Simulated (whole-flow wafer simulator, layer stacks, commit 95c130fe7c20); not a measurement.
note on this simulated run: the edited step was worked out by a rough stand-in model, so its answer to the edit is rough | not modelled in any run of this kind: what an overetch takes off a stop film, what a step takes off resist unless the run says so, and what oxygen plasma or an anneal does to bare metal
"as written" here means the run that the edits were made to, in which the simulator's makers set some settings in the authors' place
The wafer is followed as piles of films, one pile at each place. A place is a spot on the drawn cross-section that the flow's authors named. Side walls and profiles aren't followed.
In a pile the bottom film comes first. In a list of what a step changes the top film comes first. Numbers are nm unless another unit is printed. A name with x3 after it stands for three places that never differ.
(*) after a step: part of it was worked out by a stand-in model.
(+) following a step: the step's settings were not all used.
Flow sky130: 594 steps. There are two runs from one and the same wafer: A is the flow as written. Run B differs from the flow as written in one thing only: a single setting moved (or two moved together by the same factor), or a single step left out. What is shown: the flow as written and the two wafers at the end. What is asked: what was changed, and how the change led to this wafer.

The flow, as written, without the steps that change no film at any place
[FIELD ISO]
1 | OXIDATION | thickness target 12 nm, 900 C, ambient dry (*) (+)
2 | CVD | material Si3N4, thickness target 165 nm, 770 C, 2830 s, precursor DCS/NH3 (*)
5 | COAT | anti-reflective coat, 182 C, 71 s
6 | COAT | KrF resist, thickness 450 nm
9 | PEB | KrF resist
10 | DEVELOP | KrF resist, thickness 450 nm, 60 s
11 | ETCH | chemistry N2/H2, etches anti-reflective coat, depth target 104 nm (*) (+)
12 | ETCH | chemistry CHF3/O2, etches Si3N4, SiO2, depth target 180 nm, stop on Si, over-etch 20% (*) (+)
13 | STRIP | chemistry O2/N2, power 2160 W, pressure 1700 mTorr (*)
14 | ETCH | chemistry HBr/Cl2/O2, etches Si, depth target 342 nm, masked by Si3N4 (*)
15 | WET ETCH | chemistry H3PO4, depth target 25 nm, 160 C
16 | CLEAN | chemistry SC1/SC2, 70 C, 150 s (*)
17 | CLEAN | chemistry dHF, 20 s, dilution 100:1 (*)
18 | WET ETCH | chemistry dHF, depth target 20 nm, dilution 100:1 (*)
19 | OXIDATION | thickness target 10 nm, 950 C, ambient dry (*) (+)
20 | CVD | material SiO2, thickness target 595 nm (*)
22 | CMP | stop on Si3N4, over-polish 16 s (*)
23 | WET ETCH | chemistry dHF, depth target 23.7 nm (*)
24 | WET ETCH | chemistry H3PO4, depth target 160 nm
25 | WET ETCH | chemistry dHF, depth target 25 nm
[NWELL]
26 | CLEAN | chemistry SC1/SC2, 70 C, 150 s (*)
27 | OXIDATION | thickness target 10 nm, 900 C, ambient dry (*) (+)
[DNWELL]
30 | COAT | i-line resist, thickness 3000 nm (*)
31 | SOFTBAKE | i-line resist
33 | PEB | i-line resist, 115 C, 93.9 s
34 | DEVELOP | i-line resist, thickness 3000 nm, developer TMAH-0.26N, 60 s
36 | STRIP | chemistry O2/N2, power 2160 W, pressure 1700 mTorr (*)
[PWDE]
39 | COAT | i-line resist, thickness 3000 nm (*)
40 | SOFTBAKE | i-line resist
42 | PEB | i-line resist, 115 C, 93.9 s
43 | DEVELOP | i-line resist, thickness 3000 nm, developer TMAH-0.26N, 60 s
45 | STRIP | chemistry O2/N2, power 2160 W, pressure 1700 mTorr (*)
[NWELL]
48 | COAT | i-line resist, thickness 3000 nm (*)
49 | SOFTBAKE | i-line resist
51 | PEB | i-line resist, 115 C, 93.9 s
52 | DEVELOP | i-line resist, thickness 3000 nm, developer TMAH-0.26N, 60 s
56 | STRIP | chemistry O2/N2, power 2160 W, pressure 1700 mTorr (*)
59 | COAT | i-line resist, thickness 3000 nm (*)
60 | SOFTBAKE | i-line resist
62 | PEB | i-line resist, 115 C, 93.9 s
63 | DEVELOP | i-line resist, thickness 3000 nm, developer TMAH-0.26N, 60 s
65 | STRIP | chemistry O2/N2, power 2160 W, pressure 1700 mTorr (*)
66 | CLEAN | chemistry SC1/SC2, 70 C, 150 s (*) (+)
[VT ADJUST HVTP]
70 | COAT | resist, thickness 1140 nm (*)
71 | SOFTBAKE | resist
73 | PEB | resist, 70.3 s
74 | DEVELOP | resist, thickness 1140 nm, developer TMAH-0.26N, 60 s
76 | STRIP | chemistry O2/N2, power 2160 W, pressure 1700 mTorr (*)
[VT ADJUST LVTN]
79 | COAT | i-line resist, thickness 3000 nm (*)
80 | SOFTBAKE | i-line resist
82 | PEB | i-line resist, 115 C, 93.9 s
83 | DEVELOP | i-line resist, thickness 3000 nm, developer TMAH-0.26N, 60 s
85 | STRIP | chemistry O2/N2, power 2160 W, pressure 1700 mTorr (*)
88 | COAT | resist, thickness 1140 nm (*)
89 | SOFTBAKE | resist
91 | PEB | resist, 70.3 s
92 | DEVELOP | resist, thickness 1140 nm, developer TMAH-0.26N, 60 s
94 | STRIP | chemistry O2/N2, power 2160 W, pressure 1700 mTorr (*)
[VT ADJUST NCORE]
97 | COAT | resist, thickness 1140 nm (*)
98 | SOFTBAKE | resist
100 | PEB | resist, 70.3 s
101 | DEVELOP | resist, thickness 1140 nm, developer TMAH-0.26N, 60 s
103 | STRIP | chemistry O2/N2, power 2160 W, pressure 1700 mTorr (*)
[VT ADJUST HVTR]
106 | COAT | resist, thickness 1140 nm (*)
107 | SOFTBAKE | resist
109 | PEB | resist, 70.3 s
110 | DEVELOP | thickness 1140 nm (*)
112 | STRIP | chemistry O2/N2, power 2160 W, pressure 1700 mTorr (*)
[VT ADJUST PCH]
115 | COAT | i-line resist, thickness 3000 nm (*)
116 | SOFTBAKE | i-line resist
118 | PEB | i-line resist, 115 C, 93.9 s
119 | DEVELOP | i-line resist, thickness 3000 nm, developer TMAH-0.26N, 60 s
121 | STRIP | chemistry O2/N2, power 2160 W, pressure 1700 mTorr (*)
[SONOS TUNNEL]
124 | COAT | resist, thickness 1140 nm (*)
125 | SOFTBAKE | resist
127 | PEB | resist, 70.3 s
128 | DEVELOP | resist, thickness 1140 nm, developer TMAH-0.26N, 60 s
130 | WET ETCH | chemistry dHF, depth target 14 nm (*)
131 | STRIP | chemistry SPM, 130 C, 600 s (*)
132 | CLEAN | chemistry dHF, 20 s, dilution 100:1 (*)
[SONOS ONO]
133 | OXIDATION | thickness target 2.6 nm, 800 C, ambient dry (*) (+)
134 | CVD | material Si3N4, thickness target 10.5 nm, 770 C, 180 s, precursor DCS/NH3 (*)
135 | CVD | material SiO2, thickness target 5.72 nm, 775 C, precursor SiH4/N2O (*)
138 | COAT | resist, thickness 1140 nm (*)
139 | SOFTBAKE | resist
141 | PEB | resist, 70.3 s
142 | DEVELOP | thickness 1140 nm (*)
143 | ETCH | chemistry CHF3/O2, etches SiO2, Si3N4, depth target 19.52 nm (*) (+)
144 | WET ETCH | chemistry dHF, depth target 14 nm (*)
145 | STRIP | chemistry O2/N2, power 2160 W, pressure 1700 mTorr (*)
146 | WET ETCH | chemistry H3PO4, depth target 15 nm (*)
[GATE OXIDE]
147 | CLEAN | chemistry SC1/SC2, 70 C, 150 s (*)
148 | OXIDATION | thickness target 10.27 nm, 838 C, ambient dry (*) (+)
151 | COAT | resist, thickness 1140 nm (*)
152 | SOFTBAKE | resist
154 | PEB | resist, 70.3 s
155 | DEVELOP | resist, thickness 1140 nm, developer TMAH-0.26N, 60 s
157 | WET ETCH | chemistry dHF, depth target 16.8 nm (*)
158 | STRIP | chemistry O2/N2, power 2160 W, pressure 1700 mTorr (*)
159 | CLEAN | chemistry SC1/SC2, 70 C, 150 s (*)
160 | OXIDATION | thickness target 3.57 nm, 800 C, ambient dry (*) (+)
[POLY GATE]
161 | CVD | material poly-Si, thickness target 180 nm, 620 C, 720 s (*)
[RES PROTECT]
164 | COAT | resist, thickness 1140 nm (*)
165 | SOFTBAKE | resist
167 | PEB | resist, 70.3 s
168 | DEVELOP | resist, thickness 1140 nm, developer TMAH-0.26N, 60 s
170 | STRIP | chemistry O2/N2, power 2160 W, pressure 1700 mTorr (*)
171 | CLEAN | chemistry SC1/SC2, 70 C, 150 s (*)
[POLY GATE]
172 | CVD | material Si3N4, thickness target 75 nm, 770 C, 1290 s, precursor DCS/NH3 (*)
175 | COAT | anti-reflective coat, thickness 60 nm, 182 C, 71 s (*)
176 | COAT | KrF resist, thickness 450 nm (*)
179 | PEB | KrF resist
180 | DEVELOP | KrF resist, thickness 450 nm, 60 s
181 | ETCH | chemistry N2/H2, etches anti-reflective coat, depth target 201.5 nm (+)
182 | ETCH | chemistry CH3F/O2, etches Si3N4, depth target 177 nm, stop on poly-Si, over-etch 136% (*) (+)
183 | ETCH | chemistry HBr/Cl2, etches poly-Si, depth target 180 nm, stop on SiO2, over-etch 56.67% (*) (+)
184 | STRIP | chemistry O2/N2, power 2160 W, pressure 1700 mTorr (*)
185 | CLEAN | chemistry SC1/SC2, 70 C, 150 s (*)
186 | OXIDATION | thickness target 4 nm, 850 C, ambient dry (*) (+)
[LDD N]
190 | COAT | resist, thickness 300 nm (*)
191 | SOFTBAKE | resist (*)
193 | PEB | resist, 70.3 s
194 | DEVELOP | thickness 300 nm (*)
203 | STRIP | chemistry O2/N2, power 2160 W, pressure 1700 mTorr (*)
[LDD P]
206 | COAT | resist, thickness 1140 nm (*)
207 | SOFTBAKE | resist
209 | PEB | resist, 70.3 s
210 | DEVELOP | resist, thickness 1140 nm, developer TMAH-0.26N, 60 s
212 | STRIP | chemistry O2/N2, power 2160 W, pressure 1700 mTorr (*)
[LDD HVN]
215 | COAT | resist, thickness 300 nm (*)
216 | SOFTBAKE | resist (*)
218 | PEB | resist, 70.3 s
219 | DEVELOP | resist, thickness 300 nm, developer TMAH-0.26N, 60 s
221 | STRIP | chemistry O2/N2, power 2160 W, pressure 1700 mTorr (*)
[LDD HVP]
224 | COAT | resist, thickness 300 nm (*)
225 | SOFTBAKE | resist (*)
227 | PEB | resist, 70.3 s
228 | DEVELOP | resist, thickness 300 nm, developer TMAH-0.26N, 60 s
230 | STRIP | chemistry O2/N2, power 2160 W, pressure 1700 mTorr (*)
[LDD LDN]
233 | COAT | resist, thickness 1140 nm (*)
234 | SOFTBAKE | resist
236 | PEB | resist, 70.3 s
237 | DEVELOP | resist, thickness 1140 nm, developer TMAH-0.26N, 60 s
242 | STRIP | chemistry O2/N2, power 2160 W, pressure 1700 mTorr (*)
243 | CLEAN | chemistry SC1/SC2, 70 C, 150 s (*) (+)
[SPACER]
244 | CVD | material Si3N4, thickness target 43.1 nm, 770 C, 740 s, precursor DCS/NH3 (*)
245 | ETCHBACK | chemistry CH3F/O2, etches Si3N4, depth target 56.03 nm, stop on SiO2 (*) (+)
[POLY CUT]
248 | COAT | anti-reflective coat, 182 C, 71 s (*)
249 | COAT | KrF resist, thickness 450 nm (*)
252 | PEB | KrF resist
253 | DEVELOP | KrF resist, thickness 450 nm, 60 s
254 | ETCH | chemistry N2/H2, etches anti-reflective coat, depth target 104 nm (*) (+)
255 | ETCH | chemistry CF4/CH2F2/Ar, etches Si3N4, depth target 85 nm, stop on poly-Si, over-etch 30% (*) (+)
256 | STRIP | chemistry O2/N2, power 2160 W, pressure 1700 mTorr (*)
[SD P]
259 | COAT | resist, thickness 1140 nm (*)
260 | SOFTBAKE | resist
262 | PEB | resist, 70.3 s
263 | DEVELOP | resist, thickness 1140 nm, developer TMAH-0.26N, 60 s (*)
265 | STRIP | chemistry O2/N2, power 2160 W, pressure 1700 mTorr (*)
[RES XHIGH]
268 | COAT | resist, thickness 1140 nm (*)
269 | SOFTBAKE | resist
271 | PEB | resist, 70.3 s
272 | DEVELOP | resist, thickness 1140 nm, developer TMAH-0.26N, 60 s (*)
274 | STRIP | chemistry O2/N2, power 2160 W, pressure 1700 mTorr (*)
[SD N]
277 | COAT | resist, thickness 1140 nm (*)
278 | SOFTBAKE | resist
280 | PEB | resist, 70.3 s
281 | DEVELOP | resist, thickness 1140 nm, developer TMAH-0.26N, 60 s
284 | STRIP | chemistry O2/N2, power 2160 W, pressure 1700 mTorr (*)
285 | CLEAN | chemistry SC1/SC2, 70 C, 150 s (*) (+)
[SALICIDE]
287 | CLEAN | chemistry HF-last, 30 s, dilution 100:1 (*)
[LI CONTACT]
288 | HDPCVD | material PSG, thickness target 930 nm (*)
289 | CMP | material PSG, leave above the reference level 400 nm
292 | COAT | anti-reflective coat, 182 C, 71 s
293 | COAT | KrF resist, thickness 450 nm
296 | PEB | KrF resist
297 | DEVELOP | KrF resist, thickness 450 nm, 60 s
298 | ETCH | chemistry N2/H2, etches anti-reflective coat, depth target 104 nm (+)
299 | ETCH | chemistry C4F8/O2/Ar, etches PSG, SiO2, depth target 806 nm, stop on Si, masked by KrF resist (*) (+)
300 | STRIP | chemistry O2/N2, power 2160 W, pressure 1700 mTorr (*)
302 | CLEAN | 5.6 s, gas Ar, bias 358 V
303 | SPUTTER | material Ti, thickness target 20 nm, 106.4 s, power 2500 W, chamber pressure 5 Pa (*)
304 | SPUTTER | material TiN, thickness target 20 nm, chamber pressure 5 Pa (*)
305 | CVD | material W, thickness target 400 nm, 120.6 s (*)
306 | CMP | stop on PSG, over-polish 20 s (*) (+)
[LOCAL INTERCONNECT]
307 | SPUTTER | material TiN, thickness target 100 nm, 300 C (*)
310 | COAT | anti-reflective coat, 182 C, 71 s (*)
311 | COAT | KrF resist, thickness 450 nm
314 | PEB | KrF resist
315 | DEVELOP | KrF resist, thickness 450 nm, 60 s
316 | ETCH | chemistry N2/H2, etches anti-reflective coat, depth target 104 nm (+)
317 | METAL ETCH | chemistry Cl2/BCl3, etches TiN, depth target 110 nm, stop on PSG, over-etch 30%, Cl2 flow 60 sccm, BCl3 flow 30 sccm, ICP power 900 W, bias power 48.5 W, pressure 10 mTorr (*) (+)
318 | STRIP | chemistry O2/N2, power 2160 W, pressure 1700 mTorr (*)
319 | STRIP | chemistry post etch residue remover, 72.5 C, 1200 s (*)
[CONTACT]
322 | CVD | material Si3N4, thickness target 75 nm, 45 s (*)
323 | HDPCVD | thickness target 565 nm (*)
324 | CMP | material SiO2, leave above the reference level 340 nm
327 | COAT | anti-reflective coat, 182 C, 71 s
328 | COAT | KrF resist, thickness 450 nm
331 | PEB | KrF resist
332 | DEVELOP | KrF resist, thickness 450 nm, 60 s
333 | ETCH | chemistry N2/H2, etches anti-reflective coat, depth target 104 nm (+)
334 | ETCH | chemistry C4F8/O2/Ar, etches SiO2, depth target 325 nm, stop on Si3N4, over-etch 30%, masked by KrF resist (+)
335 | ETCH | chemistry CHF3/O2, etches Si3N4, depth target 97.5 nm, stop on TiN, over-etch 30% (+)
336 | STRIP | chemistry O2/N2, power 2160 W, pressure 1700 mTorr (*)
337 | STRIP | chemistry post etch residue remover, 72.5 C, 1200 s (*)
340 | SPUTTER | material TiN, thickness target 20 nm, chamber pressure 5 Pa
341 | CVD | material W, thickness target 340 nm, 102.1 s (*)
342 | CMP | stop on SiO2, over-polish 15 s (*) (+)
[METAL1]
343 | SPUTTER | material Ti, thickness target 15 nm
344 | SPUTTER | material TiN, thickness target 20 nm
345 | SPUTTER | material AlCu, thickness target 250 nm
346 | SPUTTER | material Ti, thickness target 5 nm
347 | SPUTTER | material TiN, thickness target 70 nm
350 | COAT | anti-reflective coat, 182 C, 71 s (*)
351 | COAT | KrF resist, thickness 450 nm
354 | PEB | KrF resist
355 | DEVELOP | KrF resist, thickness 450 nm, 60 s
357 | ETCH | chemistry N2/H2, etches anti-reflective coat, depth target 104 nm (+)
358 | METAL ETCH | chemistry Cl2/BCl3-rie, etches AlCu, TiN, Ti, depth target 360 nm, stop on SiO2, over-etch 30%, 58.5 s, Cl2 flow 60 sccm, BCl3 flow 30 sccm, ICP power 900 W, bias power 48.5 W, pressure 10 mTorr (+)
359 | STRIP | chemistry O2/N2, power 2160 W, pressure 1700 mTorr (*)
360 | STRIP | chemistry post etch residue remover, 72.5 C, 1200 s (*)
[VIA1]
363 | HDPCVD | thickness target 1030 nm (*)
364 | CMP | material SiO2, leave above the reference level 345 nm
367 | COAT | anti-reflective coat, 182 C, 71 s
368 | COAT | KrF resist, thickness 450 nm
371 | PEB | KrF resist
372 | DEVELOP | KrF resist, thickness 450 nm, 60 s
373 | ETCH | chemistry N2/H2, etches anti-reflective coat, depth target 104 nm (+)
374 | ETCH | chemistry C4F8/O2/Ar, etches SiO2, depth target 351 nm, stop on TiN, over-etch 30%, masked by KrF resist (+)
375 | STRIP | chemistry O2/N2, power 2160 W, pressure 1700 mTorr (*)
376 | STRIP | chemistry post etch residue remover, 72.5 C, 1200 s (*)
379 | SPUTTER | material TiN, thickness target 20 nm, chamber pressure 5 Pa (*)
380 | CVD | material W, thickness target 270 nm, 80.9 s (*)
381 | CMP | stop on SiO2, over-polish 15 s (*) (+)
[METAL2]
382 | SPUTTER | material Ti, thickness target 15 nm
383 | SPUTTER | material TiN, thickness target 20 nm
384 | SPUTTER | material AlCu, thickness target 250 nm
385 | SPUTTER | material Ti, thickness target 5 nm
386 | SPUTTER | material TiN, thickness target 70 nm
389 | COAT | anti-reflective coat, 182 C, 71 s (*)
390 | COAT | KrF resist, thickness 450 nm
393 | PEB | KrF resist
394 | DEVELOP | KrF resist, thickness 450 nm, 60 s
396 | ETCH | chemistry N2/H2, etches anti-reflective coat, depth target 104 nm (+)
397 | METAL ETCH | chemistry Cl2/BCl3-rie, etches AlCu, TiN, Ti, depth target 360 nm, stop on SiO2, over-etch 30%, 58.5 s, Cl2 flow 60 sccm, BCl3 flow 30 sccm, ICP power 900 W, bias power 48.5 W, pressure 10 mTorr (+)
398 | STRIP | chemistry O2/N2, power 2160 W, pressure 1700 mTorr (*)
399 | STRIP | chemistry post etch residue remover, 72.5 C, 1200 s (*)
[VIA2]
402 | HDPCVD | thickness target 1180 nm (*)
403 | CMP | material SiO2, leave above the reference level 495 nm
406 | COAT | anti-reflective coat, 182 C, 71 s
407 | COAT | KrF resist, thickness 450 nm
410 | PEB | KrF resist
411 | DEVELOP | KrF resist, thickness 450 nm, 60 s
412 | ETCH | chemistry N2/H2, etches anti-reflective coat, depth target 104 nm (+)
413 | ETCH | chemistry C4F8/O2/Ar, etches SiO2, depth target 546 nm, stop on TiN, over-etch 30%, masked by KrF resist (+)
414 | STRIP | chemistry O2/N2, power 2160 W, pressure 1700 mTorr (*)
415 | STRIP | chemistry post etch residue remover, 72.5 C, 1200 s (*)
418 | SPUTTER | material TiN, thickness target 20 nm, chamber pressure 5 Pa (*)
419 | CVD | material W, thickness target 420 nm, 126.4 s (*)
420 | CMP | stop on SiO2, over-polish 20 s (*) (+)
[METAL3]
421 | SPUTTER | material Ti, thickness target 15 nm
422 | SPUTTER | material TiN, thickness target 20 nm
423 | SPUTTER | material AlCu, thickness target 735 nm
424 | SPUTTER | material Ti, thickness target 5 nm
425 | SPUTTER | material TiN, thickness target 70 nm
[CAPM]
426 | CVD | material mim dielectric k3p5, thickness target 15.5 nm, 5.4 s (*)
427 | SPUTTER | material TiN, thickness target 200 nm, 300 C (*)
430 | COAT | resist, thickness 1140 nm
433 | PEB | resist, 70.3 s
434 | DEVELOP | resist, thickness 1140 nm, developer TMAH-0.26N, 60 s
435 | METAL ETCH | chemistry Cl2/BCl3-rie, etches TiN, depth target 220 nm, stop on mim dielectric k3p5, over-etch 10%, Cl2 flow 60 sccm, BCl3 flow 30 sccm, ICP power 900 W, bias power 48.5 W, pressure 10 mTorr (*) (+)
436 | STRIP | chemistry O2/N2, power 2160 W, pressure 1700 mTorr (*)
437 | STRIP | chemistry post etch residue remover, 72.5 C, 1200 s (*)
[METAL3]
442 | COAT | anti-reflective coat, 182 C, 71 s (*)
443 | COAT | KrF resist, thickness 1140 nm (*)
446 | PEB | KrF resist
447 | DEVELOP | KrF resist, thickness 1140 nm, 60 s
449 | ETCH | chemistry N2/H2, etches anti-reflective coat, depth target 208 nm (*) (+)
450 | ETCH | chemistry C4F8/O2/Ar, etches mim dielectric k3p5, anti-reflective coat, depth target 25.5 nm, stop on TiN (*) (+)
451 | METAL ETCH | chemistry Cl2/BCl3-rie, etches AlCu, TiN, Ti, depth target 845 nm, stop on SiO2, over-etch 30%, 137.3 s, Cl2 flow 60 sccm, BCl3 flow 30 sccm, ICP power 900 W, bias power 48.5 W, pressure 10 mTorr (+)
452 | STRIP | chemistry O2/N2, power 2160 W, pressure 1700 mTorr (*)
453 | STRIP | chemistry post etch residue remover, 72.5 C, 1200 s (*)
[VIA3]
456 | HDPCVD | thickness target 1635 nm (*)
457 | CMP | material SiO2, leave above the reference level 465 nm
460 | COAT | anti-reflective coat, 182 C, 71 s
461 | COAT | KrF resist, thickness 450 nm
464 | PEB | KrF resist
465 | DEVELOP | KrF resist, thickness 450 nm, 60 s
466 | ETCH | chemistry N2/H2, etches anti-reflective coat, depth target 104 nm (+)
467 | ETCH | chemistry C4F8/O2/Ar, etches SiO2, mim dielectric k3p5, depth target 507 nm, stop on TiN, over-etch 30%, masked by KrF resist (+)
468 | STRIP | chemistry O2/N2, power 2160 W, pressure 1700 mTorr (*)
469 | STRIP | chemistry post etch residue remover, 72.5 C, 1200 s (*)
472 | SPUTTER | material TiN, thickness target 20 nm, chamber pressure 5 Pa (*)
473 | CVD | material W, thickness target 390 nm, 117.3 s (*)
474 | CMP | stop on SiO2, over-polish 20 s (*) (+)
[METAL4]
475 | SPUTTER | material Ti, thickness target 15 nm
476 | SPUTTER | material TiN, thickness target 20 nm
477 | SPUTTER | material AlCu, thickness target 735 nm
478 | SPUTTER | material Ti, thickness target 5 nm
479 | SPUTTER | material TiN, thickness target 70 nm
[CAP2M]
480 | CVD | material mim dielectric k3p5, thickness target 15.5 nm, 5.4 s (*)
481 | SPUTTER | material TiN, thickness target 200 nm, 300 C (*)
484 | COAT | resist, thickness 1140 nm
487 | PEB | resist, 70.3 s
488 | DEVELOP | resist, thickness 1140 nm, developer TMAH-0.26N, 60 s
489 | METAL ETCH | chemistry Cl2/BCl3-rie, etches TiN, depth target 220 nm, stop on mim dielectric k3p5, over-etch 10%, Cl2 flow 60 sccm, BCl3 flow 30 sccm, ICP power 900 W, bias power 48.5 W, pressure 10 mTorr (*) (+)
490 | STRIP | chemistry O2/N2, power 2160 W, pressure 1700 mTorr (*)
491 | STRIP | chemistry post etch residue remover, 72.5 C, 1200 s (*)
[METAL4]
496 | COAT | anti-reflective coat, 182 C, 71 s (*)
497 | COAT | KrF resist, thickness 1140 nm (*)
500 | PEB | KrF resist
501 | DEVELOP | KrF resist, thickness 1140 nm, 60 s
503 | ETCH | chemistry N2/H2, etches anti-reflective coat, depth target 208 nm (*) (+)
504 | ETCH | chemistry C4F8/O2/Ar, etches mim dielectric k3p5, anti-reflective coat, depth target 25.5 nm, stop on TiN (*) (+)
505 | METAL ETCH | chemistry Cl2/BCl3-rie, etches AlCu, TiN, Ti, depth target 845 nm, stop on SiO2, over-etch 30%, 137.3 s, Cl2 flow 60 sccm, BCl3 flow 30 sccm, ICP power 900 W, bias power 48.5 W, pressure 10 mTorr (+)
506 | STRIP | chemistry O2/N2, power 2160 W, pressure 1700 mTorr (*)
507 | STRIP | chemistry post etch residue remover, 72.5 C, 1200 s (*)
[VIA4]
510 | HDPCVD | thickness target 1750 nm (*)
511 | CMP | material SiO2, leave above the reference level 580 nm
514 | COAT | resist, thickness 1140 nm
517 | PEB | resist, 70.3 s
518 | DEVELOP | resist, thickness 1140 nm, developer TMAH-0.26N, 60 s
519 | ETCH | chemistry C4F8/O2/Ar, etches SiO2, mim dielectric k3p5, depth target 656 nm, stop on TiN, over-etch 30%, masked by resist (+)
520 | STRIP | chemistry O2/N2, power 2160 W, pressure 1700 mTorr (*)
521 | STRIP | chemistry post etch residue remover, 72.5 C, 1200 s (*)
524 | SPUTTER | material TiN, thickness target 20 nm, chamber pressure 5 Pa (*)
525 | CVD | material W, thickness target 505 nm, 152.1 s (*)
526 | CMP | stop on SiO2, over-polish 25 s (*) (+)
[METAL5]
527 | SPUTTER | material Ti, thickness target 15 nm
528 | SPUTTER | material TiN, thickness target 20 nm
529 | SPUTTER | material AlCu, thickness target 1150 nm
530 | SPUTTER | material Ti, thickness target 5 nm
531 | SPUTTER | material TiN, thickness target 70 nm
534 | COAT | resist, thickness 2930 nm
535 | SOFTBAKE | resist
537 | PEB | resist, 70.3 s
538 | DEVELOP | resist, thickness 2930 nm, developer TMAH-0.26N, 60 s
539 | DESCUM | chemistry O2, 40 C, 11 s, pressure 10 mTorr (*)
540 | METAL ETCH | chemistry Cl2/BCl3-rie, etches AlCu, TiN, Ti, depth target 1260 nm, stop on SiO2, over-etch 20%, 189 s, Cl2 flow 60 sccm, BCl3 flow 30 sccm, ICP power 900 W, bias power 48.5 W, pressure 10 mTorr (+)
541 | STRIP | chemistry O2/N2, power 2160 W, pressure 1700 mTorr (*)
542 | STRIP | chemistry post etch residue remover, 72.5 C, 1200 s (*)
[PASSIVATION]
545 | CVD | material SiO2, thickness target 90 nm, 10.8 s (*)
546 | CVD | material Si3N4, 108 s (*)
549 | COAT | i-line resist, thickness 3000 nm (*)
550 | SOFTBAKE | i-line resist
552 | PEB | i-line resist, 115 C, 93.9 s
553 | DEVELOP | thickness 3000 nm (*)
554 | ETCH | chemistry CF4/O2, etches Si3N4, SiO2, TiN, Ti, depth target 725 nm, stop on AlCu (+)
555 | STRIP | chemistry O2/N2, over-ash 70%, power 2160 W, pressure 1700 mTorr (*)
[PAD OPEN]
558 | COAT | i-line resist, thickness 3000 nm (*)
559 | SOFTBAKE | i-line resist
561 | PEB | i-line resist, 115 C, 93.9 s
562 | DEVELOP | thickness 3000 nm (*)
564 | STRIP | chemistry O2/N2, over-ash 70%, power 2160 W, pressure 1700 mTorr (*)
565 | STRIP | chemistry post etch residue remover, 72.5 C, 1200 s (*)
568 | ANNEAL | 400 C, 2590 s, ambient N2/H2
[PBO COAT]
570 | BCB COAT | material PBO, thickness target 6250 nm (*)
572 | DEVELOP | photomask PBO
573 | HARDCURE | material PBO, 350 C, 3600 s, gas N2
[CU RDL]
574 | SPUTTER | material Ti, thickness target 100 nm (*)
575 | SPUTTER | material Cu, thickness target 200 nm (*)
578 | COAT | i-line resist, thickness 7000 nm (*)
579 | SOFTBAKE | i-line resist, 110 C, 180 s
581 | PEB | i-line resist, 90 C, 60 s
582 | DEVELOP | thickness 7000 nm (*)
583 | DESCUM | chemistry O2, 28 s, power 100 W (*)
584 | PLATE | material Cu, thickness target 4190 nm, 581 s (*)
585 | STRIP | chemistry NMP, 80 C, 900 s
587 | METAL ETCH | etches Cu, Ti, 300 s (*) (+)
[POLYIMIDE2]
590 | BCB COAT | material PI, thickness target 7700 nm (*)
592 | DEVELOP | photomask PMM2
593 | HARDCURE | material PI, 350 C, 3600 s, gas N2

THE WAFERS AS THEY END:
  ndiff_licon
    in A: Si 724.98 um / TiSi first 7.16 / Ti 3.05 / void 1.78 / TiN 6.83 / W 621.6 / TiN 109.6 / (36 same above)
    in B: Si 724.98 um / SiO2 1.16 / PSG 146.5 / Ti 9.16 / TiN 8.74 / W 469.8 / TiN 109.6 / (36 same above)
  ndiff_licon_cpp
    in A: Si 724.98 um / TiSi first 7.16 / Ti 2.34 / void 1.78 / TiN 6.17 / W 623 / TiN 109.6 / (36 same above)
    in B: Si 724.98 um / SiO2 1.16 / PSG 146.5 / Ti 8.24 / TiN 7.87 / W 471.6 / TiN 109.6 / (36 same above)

The reason: step 299, ETCH: depth target 492 nm was run, though the flow has depth target 806 nm.

Step by step, how the change led to this:
  299 | ETCH | chemistry C4F8/O2/Ar, etches PSG, SiO2, depth target 806 nm, stop on Si, masked by KrF resist (*) (+)
      contact, ndiff_licon, ndiff_licon_cpp: A PSG loses 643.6 (all of it), SiO2 loses 1.16 (all of it) | B PSG loses 492
      field, active, n_well and 184 more: A KrF resist loses 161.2 | B KrF resist loses 98.4
  300 | STRIP | chemistry O2/N2, power 2160 W, pressure 1700 mTorr (*)
      contact, ndiff_licon, ndiff_licon_cpp: A chemical SiO2 gains 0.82 (new film), Si loses 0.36 | B nothing
      field, active, n_well and 184 more: A KrF resist loses 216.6 (all of it), anti-reflective coat loses 80 (all of it) | B KrF resist loses 279.4 (all of it), anti-reflective coat loses 80 (all of it)
  302 | CLEAN | 5.6 s, gas Ar, bias 358 V
      contact, ndiff_licon, ndiff_licon_cpp: A chemical SiO2 loses 0.82 (all of it) | B PSG loses 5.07
  303 | SPUTTER | material Ti, thickness target 20 nm, 106.4 s, power 2500 W, chamber pressure 5 Pa (*)
      ndiff_licon: A Ti gains 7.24 (new film) | B Ti gains 9.16 (new film)
      ndiff_licon_cpp: A Ti gains 6.53 (new film) | B Ti gains 8.24 (new film)
  304 | SPUTTER | material TiN, thickness target 20 nm, chamber pressure 5 Pa (*)
      ndiff_licon: A TiN gains 6.83 (new film) | B TiN gains 8.74 (new film)
      ndiff_licon_cpp: A TiN gains 6.17 (new film) | B TiN gains 7.87 (new film)
  305 | CVD | material W, thickness target 400 nm, 120.6 s (*)
      ndiff_licon: A W gains 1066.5 (new film) | B W gains 914.7 (new film)
      ndiff_licon_cpp: A W gains 1067.9 (new film) | B W gains 916.5 (new film)
  568 | ANNEAL | 400 C, 2590 s, ambient N2/H2
      ndiff_licon, ndiff_licon_cpp: A under 37 films: void gains 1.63 (new film), Ti loses 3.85, TiSi first gains 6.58 (new film), Si loses 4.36 | B nothing
Taking metal films that touch as one body, ndiff_licon has 5 bodies (between them, from the top down: SiO2 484 / mim dielectric k3p5 15.5; SiO2 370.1 / mim dielectric k3p5 15.5; SiO2 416; SiO2 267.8); the flow as written gives 6 bodies (between them, from the top down: SiO2 484 / mim dielectric k3p5 15.5; SiO2 370.1 / mim dielectric k3p5 15.5; SiO2 416; SiO2 267.8; void 1.78).
Taking metal films that touch as one body, ndiff_licon_cpp has 5 bodies (between them, from the top down: SiO2 484 / mim dielectric k3p5 15.5; SiO2 370.1 / mim dielectric k3p5 15.5; SiO2 416; SiO2 267.8); the flow as written gives 6 bodies (between them, from the top down: SiO2 484 / mim dielectric k3p5 15.5; SiO2 370.1 / mim dielectric k3p5 15.5; SiO2 416; SiO2 267.8; void 1.78).
